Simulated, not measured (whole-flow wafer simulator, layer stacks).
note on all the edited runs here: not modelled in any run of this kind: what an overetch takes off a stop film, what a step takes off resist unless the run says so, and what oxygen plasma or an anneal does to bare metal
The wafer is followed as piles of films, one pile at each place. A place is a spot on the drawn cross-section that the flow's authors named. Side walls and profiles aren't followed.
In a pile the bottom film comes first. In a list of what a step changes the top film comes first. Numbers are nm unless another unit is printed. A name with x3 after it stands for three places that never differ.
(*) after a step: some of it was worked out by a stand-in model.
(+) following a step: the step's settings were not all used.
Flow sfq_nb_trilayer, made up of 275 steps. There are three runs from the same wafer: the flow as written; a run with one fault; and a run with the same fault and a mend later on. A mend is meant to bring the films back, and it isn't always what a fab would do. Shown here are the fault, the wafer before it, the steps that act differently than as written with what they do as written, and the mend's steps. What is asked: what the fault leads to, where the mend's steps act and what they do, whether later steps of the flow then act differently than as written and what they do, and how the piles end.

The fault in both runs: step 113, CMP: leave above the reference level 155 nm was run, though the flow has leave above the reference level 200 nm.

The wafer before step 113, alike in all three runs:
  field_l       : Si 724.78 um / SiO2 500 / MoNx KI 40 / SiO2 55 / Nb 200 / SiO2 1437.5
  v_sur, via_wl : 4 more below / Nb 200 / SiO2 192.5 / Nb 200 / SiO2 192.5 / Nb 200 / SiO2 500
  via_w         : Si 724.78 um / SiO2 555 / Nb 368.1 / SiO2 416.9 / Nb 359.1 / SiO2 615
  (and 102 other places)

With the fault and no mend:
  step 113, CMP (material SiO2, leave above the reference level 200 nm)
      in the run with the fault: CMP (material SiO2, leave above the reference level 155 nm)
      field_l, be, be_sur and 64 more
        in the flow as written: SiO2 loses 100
        in the run with the fault: SiO2 loses 145
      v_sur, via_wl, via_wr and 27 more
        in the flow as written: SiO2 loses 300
        in the run with the fault: SiO2 loses 345
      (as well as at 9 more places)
  Steps later in the flow that act otherwise than as written (4 more steps, not shown, differ only slightly: by at most 2% or 0.5 nm, whichever is larger):
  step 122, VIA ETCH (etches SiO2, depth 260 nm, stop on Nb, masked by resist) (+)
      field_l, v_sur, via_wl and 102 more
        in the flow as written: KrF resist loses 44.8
        in the run with the fault: KrF resist loses 40
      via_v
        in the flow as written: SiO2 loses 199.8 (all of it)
        in the run with the fault: SiO2 loses 154.8 (all of it)
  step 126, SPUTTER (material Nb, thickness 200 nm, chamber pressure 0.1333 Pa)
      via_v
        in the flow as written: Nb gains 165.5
        in the run with the fault: Nb gains 175.4
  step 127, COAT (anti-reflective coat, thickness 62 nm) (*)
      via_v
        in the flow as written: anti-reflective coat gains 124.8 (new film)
        in the run with the fault: anti-reflective coat gains 113.5 (new film)
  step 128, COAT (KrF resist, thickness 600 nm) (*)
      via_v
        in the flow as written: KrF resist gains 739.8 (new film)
        in the run with the fault: KrF resist gains 703.3 (new film)
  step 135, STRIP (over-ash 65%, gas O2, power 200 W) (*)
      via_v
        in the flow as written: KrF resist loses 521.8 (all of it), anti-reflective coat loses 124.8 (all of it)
        in the run with the fault: KrF resist loses 485.4 (all of it), anti-reflective coat loses 113.5 (all of it)
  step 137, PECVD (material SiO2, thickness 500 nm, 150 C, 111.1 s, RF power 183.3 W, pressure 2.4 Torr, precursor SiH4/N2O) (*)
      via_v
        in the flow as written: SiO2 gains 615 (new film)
        in the run with the fault: SiO2 gains 535.6 (new film)
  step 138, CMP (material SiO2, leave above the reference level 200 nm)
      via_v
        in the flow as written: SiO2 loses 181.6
        in the run with the fault: SiO2 loses 157.1
  At v_sur, via_wl, via_w and 78 more, the piles at the end differ from the flow's by more than 2% or 0.5 nm, whichever is larger.
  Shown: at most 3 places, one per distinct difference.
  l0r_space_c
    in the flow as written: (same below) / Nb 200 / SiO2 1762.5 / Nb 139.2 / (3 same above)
    in the run with the fault: (same below) / Nb 200 / SiO2 1717.5 / Nb 139.2 / (3 same above)
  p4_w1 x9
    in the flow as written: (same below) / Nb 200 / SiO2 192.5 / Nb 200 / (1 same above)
    in the run with the fault: (same below) / Nb 200 / SiO2 147.5 / Nb 200 / (1 same above)
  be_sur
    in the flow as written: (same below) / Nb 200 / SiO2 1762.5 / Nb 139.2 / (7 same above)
    in the run with the fault: (same below) / Nb 200 / SiO2 1717.5 / Nb 139.2 / (7 same above)

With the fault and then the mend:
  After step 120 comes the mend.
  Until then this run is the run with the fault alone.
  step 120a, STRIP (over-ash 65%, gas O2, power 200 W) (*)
      field_l, v_sur, via_wl and 102 more
        KrF resist loses 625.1 (all of it), anti-reflective coat loses 62 (all of it)
      via_v
        anti-reflective coat loses 62 (all of it)
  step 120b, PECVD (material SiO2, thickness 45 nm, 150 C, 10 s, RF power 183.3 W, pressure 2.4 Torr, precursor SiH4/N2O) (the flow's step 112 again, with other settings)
      field_l, v_sur, via_wl and 103 more
        SiO2 gains 45
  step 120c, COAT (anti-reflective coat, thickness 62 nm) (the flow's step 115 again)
      field_l, v_sur, via_wl and 103 more
        anti-reflective coat gains 62 (new film)
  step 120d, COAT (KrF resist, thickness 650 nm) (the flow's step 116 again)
      field_l, v_sur, via_wl and 103 more
        KrF resist gains 650 (new film)
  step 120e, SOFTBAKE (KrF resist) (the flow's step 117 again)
      alters no film at any place that is followed
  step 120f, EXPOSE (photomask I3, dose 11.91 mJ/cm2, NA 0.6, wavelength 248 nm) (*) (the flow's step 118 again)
      alters no film at any place that is followed
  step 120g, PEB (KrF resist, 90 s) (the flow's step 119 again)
      field_l, v_sur, via_wl and 103 more
        KrF resist loses 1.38
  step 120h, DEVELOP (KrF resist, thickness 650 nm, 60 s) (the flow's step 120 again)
      field_l, v_sur, via_wl and 102 more
        KrF resist loses 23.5
      via_v
        KrF resist loses 648.6 (all of it)
  Every later step of the flow that is run acts as written, at every place that is followed, to within 2% or 0.5 nm, whichever is larger.
  By the end, the piles equal the flow's at every place that both follow.
